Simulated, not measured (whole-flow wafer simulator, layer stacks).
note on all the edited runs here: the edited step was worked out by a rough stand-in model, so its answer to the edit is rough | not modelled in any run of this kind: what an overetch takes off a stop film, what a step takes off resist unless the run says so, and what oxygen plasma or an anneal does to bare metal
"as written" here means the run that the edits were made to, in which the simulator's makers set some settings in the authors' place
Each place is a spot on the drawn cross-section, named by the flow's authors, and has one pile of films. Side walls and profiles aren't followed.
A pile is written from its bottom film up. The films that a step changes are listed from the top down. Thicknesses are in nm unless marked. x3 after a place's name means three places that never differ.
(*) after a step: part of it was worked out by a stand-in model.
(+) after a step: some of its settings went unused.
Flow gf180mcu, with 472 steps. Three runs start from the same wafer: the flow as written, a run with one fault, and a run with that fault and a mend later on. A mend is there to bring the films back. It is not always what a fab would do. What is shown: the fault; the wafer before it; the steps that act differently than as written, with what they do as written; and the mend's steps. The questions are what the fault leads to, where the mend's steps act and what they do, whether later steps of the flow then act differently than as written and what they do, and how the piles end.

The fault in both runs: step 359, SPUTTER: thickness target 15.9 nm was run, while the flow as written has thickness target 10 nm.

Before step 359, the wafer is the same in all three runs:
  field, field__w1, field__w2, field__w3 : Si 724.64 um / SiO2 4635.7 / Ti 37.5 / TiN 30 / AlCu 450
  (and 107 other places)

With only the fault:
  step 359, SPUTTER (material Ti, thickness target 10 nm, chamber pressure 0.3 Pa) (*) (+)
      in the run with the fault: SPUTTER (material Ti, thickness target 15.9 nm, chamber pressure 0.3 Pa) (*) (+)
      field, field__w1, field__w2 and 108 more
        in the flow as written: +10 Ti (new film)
        in the run with the fault: +15.9 Ti (new film)
  Steps later in the flow that act otherwise than as written (5 more steps, not shown, differ only slightly: by at most 2% or 0.5 nm, whichever is larger):
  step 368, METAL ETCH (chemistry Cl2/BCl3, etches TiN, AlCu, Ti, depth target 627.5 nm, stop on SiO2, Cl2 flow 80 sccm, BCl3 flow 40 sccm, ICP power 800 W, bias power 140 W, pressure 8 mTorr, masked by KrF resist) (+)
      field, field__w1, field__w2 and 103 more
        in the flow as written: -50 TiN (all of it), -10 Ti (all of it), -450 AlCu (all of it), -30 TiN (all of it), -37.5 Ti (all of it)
        in the run with the fault: -50 TiN (all of it), -15.9 Ti (all of it), -450 AlCu (all of it), -30 TiN (all of it), -37.5 Ti (all of it)
  At field__w8, contact, m1, m1__w1, m1_nw, the piles at the end differ from the flow's by more than 2% or 0.5 nm, whichever is larger.
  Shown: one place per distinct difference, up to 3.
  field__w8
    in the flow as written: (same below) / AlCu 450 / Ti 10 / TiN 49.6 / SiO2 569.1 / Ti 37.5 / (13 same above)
    in the run with the fault: (same below) / AlCu 450 / Ti 15.9 / TiN 49.6 / SiO2 563.2 / Ti 37.5 / (13 same above)
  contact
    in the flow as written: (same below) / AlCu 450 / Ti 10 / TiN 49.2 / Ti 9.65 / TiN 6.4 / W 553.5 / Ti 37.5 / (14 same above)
    in the run with the fault: (same below) / AlCu 450 / Ti 15.9 / TiN 49.2 / Ti 9.69 / TiN 6.43 / W 547.5 / Ti 37.5 / (14 same above)

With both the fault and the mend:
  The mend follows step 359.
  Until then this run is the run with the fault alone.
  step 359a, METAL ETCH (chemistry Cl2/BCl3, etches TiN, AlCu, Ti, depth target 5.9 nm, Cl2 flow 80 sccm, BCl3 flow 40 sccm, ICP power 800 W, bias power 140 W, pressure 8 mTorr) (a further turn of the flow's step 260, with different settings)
      field, field__w1, field__w2 and 108 more
        -5.9 Ti
  None of the later steps of the flow acts differently than as written at any place that is followed.
  The piles end the same as the flow's at every place that both follow.
